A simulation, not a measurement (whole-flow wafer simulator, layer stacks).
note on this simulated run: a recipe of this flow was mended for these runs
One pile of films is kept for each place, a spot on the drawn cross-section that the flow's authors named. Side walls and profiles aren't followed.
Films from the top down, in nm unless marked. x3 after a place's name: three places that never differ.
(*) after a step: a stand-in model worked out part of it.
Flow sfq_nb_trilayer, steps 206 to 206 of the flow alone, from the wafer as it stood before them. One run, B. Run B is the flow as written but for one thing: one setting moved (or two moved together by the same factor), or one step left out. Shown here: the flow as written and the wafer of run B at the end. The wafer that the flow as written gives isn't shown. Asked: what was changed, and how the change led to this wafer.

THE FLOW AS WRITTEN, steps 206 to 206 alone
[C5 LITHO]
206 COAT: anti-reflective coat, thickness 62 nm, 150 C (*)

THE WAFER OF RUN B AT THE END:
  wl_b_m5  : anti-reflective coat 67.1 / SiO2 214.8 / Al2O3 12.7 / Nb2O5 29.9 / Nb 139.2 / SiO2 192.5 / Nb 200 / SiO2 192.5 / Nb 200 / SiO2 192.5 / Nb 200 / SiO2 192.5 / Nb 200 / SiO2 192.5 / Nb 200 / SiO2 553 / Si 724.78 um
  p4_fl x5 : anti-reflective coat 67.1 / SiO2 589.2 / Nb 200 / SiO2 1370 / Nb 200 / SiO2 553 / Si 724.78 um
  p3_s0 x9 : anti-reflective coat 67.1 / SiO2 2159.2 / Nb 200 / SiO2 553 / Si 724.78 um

The cause: step 206, COAT: thickness 67.1 nm was run, where the flow has thickness 62 nm.
It can be read off the wafer: wl_b_m5 has anti-reflective coat 67.1, and step 206 as written asks for 62 nm.

How the change led to this, step by step:
  206 COAT: anti-reflective coat, thickness 62 nm, 150 C (*)
      p4_fl x5, p4_w1 x9, p3_s0 x9 and 42 more: anti-reflective coat +67.1 (new film) (as written it would be: anti-reflective coat +62 (new film))
      r5r_line_l, r5r_line_c, r5r_line_r: anti-reflective coat +40.6 (new film) (as written it would be: anti-reflective coat +35.5 (new film))
      (and at 38 more places)
